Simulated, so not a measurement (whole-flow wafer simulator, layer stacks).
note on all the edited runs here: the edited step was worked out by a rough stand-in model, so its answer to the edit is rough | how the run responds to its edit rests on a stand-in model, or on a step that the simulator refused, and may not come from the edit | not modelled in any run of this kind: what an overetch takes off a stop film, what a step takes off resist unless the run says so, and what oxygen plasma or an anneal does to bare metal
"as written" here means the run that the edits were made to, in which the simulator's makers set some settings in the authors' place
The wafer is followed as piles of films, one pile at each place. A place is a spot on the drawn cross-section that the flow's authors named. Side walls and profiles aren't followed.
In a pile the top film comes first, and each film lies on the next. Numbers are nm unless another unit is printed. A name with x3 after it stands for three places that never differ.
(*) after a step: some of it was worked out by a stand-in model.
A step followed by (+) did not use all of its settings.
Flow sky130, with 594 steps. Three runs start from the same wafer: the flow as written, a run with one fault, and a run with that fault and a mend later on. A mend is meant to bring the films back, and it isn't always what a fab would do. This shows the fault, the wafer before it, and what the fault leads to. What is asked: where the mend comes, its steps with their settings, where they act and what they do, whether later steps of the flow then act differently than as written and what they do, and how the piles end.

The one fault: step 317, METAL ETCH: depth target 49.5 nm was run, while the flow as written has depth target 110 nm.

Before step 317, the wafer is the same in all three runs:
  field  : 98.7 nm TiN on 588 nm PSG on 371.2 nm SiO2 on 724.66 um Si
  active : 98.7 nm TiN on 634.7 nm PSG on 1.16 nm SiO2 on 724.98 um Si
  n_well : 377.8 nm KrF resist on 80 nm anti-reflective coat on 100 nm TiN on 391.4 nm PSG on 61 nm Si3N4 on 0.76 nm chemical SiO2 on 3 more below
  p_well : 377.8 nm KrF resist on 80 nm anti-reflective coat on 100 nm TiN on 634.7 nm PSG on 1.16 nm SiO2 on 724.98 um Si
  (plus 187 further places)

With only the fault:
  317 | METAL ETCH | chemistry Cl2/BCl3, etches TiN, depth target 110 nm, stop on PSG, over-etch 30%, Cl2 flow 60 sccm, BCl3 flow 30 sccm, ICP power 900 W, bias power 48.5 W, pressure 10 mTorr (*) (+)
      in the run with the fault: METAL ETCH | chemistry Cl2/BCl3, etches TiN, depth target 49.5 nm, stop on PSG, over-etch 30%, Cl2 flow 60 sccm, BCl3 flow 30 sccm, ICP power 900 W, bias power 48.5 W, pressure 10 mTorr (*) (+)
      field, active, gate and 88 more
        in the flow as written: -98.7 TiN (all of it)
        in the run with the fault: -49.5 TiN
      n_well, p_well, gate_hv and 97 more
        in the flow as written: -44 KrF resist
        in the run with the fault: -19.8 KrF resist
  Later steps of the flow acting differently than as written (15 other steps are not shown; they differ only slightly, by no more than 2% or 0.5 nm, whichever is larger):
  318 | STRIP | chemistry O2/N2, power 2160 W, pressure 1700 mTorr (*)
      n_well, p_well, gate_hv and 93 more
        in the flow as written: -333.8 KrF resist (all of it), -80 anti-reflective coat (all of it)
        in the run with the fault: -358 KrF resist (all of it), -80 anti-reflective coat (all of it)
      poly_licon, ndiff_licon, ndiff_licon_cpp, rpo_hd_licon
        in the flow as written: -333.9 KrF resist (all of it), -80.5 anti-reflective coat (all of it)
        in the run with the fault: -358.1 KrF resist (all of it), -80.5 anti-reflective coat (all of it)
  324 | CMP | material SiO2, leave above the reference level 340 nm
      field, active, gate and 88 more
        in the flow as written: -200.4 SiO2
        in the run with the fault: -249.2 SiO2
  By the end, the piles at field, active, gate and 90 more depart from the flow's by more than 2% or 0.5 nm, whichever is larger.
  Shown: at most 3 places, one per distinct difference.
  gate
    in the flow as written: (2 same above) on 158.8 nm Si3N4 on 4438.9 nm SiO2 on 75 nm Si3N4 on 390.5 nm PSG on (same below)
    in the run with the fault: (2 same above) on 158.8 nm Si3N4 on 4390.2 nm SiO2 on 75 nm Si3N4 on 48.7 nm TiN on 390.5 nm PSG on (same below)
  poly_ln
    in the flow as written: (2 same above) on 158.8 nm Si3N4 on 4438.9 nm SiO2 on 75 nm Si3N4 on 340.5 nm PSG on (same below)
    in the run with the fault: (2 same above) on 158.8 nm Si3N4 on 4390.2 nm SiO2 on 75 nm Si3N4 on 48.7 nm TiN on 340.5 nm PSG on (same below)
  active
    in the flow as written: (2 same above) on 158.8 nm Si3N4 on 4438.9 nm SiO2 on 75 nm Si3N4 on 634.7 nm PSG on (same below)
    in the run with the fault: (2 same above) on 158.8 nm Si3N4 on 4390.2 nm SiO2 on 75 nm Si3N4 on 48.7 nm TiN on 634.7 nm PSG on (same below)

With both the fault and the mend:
  After step 317 comes the mend.
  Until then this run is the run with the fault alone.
  317a | METAL ETCH | chemistry Cl2/BCl3, etches TiN, depth target 60.5 nm, stop on PSG, over-etch 30%, Cl2 flow 60 sccm, BCl3 flow 30 sccm, ICP power 900 W, bias power 48.5 W, pressure 10 mTorr (*) (+) (a further turn of the flow's step 317, with different settings)
      n_well, p_well, gate_hv and 97 more
        -24.2 KrF resist
      field, active, gate and 88 more
        -49.2 TiN (all of it)
  Every later step of the flow that is run acts as written at every place that is followed.
  At every place that both follow, the piles at the end match the flow's.
